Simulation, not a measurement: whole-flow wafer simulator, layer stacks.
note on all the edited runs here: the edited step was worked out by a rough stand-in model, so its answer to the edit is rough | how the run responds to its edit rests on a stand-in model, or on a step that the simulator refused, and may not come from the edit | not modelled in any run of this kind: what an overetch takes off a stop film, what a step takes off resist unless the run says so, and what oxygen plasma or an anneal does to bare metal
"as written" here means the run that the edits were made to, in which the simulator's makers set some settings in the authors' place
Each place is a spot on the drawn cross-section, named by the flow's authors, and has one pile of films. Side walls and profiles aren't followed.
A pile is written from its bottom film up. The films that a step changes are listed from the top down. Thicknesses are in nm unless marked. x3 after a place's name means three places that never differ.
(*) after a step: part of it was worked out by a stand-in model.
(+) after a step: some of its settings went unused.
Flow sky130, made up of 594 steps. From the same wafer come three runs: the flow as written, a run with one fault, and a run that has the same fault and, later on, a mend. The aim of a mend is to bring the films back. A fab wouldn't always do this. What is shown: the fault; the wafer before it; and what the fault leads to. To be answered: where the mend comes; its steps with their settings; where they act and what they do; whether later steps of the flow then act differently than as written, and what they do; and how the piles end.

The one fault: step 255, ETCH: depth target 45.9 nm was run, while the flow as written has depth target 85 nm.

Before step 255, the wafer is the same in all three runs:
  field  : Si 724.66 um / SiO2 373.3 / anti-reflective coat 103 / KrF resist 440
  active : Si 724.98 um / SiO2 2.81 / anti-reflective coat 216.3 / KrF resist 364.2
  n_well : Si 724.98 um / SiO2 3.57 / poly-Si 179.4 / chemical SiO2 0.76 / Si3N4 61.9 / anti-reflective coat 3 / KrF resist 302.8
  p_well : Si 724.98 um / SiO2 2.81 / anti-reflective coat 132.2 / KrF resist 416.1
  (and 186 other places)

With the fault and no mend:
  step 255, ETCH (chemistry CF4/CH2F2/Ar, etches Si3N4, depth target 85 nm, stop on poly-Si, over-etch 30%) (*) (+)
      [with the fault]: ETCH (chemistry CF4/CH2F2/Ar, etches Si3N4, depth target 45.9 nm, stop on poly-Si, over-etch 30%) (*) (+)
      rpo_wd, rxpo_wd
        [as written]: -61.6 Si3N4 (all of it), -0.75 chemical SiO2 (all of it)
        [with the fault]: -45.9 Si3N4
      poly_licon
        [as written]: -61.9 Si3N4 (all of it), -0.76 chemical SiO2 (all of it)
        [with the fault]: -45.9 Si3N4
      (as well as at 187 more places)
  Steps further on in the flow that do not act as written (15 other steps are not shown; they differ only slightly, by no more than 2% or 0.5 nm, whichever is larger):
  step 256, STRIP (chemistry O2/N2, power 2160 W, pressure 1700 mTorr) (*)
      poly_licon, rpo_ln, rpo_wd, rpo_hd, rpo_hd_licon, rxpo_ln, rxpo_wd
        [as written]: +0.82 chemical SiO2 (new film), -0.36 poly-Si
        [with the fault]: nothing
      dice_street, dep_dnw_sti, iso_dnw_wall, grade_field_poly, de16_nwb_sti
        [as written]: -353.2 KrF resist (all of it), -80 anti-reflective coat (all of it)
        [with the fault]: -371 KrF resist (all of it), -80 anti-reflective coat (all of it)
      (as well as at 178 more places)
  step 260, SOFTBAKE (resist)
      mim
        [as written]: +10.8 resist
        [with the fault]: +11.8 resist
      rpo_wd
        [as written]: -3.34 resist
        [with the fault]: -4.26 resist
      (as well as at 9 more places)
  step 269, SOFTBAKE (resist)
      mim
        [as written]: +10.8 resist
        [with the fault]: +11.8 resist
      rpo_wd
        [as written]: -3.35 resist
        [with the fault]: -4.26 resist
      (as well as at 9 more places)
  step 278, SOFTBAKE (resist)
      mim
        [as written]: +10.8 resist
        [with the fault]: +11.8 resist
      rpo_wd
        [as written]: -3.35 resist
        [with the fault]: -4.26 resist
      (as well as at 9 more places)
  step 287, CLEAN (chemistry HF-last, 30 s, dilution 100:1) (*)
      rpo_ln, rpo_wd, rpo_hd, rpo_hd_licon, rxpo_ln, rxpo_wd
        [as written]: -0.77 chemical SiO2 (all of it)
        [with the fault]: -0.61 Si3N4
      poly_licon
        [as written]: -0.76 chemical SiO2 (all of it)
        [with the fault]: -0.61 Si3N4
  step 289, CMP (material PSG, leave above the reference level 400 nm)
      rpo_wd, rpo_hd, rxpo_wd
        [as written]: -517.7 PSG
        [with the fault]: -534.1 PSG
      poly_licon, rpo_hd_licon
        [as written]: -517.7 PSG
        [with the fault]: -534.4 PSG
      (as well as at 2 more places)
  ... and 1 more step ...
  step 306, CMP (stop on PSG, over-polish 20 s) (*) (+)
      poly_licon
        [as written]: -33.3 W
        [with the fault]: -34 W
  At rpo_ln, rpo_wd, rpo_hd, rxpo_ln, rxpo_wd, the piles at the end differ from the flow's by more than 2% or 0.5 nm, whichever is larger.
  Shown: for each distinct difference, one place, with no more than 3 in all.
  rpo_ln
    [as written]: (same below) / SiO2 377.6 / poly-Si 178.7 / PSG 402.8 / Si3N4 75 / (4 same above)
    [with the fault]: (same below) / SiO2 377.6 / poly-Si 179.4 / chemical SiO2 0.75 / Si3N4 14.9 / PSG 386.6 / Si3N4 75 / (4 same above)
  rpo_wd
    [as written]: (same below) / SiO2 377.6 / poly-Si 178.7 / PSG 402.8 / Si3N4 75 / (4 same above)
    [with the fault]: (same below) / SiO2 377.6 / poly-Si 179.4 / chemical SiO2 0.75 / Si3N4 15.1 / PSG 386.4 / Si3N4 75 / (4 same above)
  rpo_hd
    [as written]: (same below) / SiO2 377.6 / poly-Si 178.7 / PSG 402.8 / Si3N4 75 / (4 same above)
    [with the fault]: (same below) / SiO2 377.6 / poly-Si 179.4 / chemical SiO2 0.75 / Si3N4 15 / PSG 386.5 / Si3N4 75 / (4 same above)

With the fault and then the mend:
  After step 255 comes the mend.
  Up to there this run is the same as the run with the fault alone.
  step 255a, ETCH (chemistry CF4/CH2F2/Ar, etches Si3N4, depth target 39.1 nm, stop on poly-Si, over-etch 30%) (*) (+) (a further turn of the flow's step 255, with different settings)
      field, active, n_well and 180 more
        -10.9 KrF resist
      rpo_wd, rxpo_wd
        -15.7 Si3N4 (all of it), -0.75 chemical SiO2 (all of it)
      poly_licon
        -16 Si3N4 (all of it), -0.76 chemical SiO2 (all of it)
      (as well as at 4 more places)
  Steps further on in the flow that do not act as written:
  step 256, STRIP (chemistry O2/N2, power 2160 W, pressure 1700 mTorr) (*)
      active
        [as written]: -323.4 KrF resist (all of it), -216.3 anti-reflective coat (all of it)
        [with the mend]: -330.3 KrF resist (all of it), -216.3 anti-reflective coat (all of it)
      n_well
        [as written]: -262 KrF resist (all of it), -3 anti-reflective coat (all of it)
        [with the mend]: -268.9 KrF resist (all of it), -3 anti-reflective coat (all of it)
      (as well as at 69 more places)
  The piles end the same as the flow's at every place that both follow.
